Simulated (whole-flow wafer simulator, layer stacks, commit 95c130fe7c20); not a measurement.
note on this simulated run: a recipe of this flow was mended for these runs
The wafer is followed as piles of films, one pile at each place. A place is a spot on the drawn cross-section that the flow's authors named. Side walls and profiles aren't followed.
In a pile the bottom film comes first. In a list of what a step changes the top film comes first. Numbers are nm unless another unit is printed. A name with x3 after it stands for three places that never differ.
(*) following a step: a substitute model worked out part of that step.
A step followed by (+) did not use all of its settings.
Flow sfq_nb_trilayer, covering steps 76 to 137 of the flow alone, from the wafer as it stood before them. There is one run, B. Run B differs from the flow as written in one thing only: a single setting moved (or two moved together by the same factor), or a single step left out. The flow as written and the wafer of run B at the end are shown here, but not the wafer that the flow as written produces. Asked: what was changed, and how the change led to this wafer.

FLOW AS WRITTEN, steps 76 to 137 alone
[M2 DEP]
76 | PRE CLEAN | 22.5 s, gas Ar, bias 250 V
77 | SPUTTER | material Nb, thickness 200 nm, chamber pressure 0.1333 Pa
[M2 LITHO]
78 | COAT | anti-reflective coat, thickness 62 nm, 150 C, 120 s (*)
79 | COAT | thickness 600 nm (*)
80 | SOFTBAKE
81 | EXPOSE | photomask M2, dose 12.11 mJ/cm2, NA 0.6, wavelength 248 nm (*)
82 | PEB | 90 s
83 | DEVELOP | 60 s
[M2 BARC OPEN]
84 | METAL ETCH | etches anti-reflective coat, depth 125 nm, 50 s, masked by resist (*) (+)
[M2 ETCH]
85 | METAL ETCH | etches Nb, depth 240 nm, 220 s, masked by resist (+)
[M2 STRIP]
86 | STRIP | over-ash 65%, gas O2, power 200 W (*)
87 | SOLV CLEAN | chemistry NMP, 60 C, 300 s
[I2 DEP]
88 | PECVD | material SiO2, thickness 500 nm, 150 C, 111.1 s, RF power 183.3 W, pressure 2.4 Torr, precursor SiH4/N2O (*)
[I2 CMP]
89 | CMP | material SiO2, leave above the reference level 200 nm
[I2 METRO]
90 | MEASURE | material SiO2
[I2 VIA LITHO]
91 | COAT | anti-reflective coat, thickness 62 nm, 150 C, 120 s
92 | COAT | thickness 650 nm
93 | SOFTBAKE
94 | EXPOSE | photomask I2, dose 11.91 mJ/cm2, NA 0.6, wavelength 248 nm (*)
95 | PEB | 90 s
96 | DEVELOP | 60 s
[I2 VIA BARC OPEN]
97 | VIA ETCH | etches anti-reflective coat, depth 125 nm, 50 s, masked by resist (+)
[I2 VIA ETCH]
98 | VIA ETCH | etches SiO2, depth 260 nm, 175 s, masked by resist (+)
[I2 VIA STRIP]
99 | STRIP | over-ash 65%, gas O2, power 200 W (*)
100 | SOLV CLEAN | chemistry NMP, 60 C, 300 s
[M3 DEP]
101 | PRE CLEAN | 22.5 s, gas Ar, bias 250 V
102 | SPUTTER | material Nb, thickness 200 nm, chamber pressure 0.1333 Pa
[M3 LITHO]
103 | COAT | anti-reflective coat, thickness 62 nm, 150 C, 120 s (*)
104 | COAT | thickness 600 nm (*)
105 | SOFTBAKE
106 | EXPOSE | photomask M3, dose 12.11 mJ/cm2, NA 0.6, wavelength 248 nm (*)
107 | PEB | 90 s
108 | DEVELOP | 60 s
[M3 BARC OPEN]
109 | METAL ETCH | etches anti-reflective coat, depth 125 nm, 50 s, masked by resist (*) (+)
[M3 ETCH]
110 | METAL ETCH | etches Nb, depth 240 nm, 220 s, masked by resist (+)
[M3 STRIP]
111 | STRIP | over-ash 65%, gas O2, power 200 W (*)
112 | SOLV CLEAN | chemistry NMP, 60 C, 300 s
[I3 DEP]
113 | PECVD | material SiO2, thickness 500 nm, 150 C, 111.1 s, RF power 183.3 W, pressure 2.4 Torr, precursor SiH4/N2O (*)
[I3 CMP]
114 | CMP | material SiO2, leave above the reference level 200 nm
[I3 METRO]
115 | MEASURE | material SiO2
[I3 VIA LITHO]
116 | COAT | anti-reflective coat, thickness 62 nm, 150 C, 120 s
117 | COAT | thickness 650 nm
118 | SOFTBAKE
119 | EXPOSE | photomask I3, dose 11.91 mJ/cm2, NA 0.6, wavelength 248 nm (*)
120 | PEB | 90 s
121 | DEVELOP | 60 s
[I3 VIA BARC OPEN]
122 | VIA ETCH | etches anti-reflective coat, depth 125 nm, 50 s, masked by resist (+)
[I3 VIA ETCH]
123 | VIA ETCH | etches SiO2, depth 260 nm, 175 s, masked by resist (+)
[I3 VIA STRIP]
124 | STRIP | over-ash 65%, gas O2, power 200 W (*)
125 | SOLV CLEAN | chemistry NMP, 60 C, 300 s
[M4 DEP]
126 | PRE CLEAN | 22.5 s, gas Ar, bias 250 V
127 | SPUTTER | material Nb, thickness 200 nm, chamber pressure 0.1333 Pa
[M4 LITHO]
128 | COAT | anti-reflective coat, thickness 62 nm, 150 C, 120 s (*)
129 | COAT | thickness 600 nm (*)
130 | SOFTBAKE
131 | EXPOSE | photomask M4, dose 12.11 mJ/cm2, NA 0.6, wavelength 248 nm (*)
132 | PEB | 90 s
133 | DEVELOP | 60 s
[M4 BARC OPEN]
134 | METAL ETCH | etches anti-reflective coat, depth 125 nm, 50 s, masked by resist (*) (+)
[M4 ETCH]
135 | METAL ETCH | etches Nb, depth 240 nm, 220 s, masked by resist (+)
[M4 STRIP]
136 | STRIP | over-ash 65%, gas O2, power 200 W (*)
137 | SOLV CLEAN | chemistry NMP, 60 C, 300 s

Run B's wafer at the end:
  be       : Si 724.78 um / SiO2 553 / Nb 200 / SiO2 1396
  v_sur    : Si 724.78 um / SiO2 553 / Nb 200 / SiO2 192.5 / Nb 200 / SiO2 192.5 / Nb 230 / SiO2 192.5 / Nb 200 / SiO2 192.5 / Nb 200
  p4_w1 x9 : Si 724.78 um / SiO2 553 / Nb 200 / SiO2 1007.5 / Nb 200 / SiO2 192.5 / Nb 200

Cause: step 77, SPUTTER: thickness 230 nm was run, while the flow as written has thickness 200 nm.
One can read it off the wafer: v_sur has Nb 230, and step 77 as written asks for 200 nm.

The path from the change to this, step by step:
  77 | SPUTTER | material Nb, thickness 200 nm, chamber pressure 0.1333 Pa
      field_l, v_sur, via_wl and 102 more: Nb gains 230 (new film) (in the flow as written it would be: Nb gains 200 (new film))
      via_v: Nb gains 198.9 (in the flow as written it would be: Nb gains 172.8)
  85 | METAL ETCH | etches Nb, depth 240 nm, 220 s, masked by resist (+)
      field_l, be, be_sur and 81 more: Nb loses 230 (all of it), SiO2 loses 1 (in the flow as written it would be: Nb loses 200 (all of it), SiO2 loses 4)
  89 | CMP | material SiO2, leave above the reference level 200 nm
      field_l, be, be_sur and 81 more: SiO2 loses 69 (in the flow as written it would be: SiO2 loses 96)
